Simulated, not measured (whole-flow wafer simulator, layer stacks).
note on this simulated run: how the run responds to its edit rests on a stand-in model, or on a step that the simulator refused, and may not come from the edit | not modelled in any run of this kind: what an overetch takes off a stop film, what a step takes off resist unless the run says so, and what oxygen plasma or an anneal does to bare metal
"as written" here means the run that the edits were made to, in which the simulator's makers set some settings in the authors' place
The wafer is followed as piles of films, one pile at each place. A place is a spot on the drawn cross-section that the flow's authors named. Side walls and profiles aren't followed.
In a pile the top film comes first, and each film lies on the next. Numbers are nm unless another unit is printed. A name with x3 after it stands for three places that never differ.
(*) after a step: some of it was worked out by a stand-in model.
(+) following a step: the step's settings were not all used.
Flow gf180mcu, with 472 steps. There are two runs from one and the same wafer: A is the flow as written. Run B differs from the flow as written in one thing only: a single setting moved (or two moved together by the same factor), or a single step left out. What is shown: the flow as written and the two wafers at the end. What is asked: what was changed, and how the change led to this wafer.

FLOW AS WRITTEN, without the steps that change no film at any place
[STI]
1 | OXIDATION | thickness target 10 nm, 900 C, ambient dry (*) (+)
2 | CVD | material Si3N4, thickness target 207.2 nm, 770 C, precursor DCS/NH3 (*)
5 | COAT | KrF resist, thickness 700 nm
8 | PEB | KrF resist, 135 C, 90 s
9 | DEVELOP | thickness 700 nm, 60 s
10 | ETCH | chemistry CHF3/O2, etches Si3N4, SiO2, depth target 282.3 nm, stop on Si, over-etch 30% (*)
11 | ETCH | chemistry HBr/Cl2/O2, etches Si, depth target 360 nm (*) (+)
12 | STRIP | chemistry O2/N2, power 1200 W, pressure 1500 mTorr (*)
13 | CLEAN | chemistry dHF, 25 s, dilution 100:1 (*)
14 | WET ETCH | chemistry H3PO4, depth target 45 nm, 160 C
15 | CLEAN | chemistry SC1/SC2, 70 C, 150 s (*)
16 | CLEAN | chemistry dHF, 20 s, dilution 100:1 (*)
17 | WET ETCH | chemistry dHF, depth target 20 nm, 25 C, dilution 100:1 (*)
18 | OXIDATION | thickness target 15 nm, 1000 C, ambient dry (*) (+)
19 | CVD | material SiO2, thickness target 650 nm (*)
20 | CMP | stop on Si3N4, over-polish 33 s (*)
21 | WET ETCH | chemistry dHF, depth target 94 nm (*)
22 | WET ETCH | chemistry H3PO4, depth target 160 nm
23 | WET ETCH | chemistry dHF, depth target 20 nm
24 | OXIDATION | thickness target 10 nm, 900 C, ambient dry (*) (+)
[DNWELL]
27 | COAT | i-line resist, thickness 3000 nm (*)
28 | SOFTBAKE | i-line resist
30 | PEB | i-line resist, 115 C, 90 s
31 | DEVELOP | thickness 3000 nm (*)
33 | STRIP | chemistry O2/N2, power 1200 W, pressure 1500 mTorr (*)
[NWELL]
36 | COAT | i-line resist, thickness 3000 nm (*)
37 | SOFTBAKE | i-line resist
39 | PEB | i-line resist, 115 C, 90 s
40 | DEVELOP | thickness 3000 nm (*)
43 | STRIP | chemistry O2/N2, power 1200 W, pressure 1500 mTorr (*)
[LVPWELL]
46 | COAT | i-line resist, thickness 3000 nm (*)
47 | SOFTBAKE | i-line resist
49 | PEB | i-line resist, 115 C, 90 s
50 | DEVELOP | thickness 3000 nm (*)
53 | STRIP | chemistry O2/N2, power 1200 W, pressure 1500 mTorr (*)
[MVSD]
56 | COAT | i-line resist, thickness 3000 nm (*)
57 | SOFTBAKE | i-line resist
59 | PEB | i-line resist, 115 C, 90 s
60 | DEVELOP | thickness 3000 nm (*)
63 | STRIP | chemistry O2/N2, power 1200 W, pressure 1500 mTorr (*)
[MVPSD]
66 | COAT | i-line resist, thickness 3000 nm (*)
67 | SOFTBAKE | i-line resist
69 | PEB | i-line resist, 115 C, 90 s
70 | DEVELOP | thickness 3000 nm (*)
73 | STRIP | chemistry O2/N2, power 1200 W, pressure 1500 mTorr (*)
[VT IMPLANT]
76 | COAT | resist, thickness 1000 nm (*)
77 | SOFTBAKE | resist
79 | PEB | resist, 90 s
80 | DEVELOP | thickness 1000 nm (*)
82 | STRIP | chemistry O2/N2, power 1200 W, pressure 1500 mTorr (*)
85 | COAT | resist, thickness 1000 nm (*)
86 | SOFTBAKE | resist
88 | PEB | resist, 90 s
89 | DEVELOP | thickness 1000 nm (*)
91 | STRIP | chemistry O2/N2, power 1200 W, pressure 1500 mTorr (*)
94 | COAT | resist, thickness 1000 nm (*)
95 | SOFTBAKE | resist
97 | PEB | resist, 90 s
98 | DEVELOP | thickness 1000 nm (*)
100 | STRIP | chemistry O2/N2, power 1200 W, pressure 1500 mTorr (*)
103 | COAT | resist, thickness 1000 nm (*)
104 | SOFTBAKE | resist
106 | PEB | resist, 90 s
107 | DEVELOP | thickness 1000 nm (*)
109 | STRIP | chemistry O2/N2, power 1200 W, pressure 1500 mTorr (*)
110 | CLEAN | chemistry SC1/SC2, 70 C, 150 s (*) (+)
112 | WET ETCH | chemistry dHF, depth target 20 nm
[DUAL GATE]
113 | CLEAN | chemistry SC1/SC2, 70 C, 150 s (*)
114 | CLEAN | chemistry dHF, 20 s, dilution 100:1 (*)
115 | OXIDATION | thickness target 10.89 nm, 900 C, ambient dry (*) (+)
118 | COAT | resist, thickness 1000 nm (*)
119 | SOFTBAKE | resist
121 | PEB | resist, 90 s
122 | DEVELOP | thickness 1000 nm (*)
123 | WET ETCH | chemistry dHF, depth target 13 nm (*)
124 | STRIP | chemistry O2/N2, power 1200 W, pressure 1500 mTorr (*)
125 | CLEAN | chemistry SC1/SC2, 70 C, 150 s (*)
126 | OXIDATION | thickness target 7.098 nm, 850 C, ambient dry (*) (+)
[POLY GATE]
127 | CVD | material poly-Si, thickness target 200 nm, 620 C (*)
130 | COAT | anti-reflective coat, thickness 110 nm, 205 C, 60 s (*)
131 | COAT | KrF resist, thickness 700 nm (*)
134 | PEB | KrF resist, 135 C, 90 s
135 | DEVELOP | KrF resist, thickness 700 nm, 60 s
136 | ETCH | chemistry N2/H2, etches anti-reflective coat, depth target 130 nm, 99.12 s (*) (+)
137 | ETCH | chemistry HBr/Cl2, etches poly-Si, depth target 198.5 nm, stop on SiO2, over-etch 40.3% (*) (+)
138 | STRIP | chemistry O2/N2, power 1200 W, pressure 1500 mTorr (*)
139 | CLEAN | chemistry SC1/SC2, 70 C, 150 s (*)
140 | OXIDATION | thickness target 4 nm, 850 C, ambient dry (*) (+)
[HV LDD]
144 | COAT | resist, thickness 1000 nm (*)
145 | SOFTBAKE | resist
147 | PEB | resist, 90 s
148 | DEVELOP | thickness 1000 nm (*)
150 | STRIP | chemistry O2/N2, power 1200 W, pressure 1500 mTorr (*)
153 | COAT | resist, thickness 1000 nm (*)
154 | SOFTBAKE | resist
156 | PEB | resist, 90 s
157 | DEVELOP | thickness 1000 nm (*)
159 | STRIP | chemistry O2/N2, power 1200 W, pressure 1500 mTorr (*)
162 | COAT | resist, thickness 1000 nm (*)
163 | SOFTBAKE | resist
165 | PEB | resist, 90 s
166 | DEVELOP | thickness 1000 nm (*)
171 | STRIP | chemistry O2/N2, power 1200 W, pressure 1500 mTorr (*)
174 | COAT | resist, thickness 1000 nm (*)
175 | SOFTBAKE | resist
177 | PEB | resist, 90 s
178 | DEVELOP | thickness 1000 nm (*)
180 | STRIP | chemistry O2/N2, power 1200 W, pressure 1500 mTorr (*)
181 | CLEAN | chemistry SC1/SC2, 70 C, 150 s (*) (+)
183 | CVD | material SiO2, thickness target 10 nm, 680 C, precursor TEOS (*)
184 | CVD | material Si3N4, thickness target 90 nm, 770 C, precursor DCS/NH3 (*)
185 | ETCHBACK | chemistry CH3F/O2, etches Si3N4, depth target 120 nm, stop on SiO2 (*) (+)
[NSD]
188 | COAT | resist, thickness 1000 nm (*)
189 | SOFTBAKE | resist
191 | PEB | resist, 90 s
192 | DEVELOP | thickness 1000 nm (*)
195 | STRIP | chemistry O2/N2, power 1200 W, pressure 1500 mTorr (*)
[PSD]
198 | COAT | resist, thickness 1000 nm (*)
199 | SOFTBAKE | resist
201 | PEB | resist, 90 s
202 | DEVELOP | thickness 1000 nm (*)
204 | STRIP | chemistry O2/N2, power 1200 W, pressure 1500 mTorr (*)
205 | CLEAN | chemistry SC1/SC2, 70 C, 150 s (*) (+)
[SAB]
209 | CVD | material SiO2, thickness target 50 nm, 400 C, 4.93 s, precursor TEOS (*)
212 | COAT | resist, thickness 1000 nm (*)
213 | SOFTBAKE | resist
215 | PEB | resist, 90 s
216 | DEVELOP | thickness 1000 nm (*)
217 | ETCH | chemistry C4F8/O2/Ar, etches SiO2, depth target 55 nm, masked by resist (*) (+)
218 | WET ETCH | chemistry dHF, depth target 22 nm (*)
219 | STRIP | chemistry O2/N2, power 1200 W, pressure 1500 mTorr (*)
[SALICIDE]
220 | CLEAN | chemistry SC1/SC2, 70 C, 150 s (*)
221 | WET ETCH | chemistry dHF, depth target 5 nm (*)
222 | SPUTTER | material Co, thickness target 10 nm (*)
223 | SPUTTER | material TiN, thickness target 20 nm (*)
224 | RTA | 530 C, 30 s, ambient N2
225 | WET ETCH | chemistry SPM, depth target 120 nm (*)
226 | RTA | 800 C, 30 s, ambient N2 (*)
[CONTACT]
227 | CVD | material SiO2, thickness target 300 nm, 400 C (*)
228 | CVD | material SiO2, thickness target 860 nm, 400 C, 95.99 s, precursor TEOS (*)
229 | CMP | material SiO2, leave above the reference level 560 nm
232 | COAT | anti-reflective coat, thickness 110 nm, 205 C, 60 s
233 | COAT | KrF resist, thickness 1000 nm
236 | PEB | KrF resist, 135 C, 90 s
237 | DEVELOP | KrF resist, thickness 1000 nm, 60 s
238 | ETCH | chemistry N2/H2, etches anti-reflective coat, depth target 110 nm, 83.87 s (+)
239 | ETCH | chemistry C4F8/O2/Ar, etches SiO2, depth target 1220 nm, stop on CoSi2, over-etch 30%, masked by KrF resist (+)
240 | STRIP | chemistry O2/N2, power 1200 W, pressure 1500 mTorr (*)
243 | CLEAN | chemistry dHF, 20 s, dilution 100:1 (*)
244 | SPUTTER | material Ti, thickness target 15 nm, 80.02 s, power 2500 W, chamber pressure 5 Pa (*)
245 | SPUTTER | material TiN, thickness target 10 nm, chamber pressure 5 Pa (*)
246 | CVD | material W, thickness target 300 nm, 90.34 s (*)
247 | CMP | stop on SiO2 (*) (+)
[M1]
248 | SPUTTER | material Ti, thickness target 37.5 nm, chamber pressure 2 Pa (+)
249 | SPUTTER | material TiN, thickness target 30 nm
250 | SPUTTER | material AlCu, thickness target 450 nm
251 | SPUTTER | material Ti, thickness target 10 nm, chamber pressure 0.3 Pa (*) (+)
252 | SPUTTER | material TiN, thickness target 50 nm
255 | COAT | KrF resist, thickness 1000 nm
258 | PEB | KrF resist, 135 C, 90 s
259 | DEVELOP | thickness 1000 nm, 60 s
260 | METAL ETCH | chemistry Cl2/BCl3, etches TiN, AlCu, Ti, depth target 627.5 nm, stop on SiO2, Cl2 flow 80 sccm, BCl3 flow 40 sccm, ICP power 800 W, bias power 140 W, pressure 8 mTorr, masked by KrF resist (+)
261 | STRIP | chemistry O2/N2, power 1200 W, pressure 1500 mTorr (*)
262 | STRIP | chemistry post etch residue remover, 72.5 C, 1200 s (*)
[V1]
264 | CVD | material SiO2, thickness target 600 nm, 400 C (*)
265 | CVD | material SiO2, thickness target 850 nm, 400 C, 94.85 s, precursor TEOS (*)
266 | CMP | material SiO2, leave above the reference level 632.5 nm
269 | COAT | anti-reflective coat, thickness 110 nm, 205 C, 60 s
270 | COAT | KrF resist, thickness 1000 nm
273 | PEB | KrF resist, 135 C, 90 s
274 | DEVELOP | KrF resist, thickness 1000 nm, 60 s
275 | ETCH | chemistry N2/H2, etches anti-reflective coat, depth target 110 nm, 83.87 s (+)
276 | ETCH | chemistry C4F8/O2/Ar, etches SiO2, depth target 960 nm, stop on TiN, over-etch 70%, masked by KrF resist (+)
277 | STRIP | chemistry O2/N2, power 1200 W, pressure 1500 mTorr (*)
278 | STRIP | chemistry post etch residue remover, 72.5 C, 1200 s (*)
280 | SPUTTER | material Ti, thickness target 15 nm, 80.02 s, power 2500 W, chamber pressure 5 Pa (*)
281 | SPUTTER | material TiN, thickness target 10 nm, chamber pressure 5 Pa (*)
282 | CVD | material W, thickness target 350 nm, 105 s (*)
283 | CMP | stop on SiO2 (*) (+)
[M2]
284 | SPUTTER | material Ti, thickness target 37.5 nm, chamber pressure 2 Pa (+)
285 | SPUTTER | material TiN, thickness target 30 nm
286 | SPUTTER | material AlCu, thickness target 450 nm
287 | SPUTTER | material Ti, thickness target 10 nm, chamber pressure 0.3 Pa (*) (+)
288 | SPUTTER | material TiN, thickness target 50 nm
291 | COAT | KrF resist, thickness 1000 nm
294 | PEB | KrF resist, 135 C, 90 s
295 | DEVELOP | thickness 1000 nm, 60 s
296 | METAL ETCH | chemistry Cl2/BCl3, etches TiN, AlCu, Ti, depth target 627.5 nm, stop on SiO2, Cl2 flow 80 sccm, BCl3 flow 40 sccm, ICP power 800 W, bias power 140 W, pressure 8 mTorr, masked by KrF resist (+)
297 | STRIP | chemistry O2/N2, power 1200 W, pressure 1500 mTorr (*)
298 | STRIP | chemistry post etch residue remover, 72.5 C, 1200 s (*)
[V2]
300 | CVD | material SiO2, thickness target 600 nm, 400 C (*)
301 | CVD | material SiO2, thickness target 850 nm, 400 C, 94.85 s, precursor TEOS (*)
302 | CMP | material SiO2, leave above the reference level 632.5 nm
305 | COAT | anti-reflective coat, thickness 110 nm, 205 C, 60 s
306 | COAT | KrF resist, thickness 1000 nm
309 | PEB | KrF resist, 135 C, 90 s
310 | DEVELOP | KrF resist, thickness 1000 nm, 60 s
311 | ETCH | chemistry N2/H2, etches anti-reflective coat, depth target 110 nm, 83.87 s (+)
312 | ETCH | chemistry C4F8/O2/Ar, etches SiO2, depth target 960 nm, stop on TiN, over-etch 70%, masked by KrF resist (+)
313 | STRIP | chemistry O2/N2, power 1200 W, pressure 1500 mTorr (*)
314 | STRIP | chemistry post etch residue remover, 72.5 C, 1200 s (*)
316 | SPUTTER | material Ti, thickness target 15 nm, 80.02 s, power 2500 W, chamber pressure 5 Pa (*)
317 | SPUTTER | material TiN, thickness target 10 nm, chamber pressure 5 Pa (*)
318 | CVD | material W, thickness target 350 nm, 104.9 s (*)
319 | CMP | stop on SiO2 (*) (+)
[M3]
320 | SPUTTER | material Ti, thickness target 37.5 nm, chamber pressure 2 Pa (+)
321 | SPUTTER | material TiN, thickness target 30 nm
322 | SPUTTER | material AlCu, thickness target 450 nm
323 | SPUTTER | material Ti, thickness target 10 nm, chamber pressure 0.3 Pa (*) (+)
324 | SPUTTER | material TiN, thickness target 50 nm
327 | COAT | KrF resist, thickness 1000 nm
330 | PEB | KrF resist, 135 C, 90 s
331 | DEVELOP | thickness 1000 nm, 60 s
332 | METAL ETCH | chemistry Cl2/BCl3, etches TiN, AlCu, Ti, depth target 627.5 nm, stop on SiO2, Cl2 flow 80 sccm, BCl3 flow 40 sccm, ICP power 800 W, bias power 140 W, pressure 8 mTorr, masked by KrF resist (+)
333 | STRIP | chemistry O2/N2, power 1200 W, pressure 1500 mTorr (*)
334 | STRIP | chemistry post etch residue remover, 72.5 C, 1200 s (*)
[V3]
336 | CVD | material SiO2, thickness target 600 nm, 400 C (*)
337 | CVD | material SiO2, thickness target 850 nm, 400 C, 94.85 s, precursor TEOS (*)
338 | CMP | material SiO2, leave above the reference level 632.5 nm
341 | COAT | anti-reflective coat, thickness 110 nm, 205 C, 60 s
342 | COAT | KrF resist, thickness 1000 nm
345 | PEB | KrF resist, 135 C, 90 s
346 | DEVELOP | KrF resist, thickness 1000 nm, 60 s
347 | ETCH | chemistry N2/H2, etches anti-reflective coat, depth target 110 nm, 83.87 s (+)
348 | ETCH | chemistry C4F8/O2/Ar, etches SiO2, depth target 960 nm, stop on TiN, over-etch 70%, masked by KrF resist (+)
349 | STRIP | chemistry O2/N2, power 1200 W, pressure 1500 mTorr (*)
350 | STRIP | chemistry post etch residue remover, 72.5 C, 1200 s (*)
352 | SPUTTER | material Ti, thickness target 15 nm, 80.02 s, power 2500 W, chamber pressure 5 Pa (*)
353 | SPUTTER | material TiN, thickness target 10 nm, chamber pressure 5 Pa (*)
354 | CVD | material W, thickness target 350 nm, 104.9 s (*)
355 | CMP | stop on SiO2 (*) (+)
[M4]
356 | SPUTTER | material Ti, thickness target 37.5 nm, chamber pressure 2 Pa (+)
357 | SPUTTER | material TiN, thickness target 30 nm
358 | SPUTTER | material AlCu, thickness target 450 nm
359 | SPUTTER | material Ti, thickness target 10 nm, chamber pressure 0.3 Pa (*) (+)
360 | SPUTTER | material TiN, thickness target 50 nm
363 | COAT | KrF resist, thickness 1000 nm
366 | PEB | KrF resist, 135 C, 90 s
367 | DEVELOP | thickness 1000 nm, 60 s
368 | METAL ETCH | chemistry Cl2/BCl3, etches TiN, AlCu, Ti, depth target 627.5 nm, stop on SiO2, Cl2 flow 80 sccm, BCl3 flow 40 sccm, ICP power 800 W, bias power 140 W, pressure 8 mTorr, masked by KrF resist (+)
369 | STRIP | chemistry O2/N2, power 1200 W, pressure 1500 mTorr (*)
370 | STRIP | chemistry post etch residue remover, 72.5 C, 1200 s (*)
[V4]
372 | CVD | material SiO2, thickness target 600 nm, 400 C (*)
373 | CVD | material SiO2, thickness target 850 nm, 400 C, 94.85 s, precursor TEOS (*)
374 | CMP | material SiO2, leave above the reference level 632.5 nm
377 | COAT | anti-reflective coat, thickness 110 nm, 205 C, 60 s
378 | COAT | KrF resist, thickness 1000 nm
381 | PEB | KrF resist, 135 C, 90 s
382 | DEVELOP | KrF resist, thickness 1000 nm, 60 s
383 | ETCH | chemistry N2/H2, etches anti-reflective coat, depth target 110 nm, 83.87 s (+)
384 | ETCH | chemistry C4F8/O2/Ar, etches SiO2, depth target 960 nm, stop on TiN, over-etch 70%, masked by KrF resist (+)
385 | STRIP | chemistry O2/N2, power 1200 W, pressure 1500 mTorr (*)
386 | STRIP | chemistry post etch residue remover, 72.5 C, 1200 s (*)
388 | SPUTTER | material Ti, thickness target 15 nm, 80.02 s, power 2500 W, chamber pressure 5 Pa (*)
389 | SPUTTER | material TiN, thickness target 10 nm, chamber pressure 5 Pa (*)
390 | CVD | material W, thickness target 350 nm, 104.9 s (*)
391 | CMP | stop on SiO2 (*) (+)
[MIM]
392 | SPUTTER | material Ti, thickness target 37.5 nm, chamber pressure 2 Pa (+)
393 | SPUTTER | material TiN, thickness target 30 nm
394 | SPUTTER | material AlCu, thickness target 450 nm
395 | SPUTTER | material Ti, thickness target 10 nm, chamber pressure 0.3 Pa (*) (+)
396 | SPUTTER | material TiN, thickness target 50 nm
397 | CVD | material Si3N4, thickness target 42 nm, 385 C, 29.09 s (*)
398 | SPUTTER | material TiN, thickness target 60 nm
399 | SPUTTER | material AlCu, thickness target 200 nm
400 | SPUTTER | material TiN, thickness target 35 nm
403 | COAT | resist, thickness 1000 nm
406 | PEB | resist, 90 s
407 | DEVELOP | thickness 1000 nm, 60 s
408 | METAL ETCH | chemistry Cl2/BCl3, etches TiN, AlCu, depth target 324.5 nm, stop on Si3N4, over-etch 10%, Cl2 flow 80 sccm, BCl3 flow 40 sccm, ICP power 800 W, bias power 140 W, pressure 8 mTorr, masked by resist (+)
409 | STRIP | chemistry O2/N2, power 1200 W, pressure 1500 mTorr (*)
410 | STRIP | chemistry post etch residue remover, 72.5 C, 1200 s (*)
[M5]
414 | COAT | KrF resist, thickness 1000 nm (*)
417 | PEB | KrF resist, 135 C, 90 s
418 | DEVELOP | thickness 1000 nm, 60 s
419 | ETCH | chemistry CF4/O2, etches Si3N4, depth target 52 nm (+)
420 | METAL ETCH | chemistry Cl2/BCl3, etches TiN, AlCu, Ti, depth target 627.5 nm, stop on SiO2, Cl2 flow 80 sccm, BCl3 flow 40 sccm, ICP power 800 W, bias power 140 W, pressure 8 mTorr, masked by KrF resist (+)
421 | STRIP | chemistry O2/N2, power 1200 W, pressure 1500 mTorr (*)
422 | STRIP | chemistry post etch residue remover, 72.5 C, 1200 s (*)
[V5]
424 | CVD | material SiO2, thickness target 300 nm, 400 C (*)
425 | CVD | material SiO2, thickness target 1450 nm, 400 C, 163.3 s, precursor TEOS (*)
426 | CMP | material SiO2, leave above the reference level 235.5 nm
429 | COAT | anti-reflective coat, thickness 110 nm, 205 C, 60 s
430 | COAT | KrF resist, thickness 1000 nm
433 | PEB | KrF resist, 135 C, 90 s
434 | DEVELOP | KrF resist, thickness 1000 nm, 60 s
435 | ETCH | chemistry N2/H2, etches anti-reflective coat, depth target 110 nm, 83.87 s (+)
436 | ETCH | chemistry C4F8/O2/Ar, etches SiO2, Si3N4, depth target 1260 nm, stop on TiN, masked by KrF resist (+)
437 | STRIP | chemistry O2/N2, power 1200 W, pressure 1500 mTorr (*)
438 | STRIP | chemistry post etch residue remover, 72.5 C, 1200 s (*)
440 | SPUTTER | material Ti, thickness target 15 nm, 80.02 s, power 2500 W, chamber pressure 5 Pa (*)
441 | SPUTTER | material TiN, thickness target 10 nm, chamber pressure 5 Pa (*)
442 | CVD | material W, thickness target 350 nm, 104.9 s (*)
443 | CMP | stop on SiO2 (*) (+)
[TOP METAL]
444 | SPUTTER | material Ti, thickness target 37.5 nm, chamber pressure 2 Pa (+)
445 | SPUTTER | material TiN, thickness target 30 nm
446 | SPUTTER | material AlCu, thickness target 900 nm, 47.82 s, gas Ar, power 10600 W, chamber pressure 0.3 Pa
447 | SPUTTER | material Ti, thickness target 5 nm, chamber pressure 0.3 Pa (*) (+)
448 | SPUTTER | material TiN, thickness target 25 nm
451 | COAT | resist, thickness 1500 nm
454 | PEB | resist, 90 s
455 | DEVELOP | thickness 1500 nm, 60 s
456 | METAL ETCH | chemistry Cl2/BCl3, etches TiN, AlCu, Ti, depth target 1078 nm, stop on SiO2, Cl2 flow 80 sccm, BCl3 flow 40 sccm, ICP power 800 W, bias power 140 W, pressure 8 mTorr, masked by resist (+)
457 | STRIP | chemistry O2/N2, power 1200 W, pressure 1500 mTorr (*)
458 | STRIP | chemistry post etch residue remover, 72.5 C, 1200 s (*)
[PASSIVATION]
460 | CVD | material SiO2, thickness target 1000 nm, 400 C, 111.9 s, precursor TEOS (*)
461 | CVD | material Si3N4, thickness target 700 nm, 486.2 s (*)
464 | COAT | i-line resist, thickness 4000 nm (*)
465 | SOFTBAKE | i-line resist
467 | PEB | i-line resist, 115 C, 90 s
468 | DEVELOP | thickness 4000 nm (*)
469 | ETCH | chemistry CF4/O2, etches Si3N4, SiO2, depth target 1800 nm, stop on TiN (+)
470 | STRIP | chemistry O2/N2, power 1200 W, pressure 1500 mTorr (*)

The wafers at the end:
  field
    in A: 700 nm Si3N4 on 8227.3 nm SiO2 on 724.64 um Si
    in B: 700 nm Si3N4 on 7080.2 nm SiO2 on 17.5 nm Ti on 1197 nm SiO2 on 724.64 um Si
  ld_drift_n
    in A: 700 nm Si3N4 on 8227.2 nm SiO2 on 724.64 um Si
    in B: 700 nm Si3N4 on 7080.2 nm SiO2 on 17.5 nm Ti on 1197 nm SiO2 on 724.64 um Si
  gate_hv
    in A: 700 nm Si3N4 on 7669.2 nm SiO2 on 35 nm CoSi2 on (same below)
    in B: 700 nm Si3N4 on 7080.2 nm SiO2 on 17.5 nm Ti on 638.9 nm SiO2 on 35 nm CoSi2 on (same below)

The reason: step 250, SPUTTER: thickness target 517.5 nm was run, while the flow as written has thickness target 450 nm.

The path from the change to this, step by step:
  250 | SPUTTER | material AlCu, thickness target 450 nm
      field, field__w1, field__w2 and 108 more: A +450 AlCu (new film) | B +517.5 AlCu (new film)
  260 | METAL ETCH | chemistry Cl2/BCl3, etches TiN, AlCu, Ti, depth target 627.5 nm, stop on SiO2, Cl2 flow 80 sccm, BCl3 flow 40 sccm, ICP power 800 W, bias power 140 W, pressure 8 mTorr, masked by KrF resist (+)
      field, field__w1, field__w2 and 99 more: A -50 TiN (all of it), -10 Ti (all of it), -450 AlCu (all of it), -30 TiN (all of it), -37.5 Ti (all of it) | B -50 TiN (all of it), -10 Ti (all of it), -517.5 AlCu (all of it), -30 TiN (all of it), -20 Ti
  264 | CVD | material SiO2, thickness target 600 nm, 400 C (*)
      field, field__w1, field__w2 and 99 more: A +600 SiO2 | B +600 SiO2 (new film)
  266 | CMP | material SiO2, leave above the reference level 632.5 nm
      field, field__w1, field__w2 and 99 more: A -300 SiO2 | B -250 SiO2
If metal films that touch count as one body, field has 1 body; the flow as written gives 0 bodies.
If metal films that touch count as one body, ld_drift_n has 1 body; the flow as written gives 0 bodies.
If metal films that touch count as one body, gate_hv has 2 bodies (between them, from the top down: SiO2 638.9); the flow as written gives 1 body.
